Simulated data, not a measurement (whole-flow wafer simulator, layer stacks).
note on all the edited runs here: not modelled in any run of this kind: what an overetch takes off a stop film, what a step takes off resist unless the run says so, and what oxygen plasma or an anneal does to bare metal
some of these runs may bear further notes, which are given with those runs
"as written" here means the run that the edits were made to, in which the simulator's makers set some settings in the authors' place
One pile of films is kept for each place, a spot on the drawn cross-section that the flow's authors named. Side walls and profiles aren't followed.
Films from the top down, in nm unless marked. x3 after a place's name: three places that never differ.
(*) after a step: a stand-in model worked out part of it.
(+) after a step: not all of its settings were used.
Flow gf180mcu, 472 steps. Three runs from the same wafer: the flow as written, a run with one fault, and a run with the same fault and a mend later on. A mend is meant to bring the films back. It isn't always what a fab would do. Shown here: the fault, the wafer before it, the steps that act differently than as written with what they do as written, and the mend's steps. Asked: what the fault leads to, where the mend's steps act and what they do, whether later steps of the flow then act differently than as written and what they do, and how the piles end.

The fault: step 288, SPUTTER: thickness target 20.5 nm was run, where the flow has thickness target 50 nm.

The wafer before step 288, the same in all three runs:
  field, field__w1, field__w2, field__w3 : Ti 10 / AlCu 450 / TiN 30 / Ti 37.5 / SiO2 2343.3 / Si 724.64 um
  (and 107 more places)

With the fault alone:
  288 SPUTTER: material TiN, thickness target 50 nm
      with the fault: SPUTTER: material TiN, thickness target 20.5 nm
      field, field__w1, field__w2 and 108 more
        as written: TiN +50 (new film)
        with the fault: TiN +20.5 (new film)
  Later steps of the flow that act differently than as written (2 more steps differ only slightly, by at most 2% or 0.5 nm, whichever is larger, and aren't shown):
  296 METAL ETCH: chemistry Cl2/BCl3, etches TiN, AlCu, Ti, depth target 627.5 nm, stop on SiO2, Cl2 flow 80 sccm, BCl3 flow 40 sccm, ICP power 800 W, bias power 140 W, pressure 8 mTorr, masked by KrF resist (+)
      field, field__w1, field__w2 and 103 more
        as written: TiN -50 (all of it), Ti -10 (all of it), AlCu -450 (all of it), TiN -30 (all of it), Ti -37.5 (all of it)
        with the fault: TiN -20.5 (all of it), Ti -10 (all of it), AlCu -450 (all of it), TiN -30 (all of it), Ti -37.5 (all of it)
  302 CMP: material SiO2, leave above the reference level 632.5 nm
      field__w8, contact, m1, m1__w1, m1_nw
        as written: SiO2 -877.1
        with the fault: SiO2 -847.6
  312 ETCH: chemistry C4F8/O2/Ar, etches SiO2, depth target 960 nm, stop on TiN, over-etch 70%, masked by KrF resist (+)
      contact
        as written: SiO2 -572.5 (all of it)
        with the fault: SiO2 -602 (all of it)
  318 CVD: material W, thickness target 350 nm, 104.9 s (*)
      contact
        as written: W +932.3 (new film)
        with the fault: W +962.1 (new film)
  At the end the piles differ from the flow's by more than 2% or 0.5 nm, whichever is larger, at field__w8, contact, m1, m1__w1, m1_nw.
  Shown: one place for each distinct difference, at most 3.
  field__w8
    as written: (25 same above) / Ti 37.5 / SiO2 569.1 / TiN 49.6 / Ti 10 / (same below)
    with the fault: (25 same above) / Ti 37.5 / SiO2 598.6 / TiN 20.1 / Ti 10 / (same below)
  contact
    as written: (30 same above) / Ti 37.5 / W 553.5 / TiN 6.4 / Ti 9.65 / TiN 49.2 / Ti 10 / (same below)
    with the fault: (30 same above) / Ti 37.5 / W 583.3 / TiN 6.29 / Ti 9.49 / TiN 19.7 / Ti 10 / (same below)

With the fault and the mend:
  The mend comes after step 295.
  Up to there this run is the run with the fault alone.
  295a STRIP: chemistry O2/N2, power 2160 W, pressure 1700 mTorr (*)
      field__w8, contact, m1, m1__w1, m1_nw
        KrF resist -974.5 (all of it)
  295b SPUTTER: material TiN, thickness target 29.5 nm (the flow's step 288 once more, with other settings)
      field, field__w1, field__w2 and 108 more
        TiN +29.5
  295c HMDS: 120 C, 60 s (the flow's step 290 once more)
      changes no film at any place that is followed
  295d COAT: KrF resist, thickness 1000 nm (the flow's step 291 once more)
      field, field__w1, field__w2 and 108 more
        KrF resist +1000 (new film)
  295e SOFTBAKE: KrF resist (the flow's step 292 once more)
      changes no film at any place that is followed
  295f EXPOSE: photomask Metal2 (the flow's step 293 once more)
      changes no film at any place that is followed
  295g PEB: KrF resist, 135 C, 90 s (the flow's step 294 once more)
      field, field__w1, field__w2 and 108 more
        KrF resist -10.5
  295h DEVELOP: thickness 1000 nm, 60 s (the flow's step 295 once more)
      field, field__w1, field__w2 and 103 more
        KrF resist -989.5 (all of it)
      field__w8, contact, m1, m1__w1, m1_nw
        KrF resist -14.9
  No later step of the flow acts differently than as written at any place that is followed.
  At the end the piles are the same as the flow's at every place that both follow.
